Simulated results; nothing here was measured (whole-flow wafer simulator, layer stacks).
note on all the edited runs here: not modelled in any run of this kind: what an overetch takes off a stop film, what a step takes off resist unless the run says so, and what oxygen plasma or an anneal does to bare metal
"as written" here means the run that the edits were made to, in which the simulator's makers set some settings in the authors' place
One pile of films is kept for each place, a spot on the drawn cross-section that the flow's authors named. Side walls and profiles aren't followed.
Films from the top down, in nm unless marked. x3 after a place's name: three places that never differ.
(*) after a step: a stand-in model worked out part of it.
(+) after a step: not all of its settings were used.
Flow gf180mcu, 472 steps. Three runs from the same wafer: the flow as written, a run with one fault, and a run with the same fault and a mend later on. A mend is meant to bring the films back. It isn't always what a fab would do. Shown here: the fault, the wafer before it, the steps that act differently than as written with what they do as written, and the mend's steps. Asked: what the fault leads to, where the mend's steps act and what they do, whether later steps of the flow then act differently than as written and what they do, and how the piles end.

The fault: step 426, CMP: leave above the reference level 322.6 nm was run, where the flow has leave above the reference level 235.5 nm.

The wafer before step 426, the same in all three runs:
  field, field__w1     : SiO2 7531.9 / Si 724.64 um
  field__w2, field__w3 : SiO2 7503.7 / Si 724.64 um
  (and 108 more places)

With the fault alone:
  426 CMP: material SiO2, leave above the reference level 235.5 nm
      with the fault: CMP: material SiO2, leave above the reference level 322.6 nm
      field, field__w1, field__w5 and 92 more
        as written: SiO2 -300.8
        with the fault: SiO2 -213.7
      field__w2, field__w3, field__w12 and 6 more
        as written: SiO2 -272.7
        with the fault: SiO2 -185.6
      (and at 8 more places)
  Later steps of the flow that act differently than as written (2 more steps differ only slightly, by at most 2% or 0.5 nm, whichever is larger, and aren't shown):
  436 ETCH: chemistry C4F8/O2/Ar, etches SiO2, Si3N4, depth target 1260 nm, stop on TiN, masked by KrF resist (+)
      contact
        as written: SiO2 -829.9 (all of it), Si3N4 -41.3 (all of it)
        with the fault: SiO2 -917 (all of it), Si3N4 -41.3 (all of it)
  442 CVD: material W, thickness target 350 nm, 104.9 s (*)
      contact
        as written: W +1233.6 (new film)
        with the fault: W +1321.3 (new film)
  At the end the piles differ from the flow's by more than 2% or 0.5 nm, whichever is larger, at field__w4, field__w8, contact, m1, m1__w1, mim, mim_1p0, m1_nw.
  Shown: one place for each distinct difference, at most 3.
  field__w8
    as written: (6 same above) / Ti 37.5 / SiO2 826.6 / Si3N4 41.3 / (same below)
    with the fault: (6 same above) / Ti 37.5 / SiO2 913.7 / Si3N4 41.3 / (same below)
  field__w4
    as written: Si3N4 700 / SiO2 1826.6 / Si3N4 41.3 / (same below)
    with the fault: Si3N4 700 / SiO2 1913.7 / Si3N4 41.3 / (same below)
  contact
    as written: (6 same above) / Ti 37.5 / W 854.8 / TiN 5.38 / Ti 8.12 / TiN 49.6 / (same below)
    with the fault: (6 same above) / Ti 37.5 / W 942.6 / TiN 5.12 / Ti 7.73 / TiN 49.6 / (same below)

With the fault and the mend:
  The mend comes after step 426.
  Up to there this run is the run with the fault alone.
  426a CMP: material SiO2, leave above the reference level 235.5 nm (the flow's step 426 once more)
      field, field__w1, field__w2 and 109 more
        SiO2 -87.1
  No later step of the flow acts differently than as written at any place that is followed.
  At the end the piles are the same as the flow's at every place that both follow.
